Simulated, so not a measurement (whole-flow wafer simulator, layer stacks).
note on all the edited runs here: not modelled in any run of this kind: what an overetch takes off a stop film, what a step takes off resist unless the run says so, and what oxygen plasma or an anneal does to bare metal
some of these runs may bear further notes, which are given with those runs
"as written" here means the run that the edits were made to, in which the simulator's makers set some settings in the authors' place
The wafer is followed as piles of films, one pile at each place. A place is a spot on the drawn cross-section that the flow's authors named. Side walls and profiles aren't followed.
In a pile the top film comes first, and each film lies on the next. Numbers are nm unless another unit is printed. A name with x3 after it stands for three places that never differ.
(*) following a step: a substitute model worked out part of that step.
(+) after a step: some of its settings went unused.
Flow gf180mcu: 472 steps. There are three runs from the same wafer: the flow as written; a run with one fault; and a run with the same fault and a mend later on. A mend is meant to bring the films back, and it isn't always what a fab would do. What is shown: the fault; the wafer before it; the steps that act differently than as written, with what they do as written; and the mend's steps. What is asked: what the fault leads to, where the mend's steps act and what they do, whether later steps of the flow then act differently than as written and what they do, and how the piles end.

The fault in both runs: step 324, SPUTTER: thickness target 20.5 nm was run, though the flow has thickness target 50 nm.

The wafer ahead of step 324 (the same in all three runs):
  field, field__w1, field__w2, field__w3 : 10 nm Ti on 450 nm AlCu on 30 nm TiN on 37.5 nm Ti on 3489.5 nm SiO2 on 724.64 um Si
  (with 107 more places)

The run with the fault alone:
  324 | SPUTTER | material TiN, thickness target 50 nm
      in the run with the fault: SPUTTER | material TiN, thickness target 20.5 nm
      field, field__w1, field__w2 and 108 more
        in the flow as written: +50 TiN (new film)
        in the run with the fault: +20.5 TiN (new film)
  Steps further on in the flow that do not act as written (2 more steps, not shown, differ only slightly: by at most 2% or 0.5 nm, whichever is larger):
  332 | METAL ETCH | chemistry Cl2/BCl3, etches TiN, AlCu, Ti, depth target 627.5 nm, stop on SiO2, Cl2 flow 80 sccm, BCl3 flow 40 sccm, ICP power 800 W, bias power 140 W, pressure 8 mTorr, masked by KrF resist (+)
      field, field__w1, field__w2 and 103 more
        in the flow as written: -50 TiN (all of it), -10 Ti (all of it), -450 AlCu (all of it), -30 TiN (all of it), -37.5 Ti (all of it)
        in the run with the fault: -20.5 TiN (all of it), -10 Ti (all of it), -450 AlCu (all of it), -30 TiN (all of it), -37.5 Ti (all of it)
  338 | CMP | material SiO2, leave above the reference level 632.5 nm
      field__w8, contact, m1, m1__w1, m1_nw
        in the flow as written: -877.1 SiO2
        in the run with the fault: -847.6 SiO2
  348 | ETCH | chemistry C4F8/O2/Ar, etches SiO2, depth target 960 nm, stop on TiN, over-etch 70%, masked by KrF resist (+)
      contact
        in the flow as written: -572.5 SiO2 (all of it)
        in the run with the fault: -602 SiO2 (all of it)
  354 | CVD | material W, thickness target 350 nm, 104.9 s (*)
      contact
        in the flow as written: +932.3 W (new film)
        in the run with the fault: +962.1 W (new film)
  By the end, the piles at field__w8, contact, m1, m1__w1, m1_nw depart from the flow's by more than 2% or 0.5 nm, whichever is larger.
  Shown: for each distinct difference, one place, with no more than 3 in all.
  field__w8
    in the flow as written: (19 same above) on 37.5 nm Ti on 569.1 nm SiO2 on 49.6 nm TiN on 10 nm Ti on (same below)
    in the run with the fault: (19 same above) on 37.5 nm Ti on 598.6 nm SiO2 on 20.1 nm TiN on 10 nm Ti on (same below)
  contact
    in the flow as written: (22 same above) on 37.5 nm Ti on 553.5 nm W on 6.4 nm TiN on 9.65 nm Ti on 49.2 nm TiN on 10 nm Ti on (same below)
    in the run with the fault: (22 same above) on 37.5 nm Ti on 583.3 nm W on 6.29 nm TiN on 9.49 nm Ti on 19.7 nm TiN on 10 nm Ti on (same below)

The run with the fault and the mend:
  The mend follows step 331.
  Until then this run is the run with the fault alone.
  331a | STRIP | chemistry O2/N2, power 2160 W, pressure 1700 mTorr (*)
      field__w8, contact, m1, m1__w1, m1_nw
        -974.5 KrF resist (all of it)
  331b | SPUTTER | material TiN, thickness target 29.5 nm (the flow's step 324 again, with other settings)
      field, field__w1, field__w2 and 108 more
        +29.5 TiN
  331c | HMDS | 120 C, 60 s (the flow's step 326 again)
      alters no film at any place that is followed
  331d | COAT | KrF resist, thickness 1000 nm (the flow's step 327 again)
      field, field__w1, field__w2 and 108 more
        +1000 KrF resist (new film)
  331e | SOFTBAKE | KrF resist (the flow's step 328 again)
      alters no film at any place that is followed
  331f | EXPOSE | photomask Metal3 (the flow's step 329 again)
      alters no film at any place that is followed
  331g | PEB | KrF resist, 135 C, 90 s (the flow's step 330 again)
      field, field__w1, field__w2 and 108 more
        -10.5 KrF resist
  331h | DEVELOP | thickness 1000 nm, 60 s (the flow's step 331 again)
      field, field__w1, field__w2 and 103 more
        -989.5 KrF resist (all of it)
      field__w8, contact, m1, m1__w1, m1_nw
        -14.9 KrF resist
  None of the later steps of the flow acts differently than as written at any place that is followed.
  At every place that both follow, the piles at the end match the flow's.
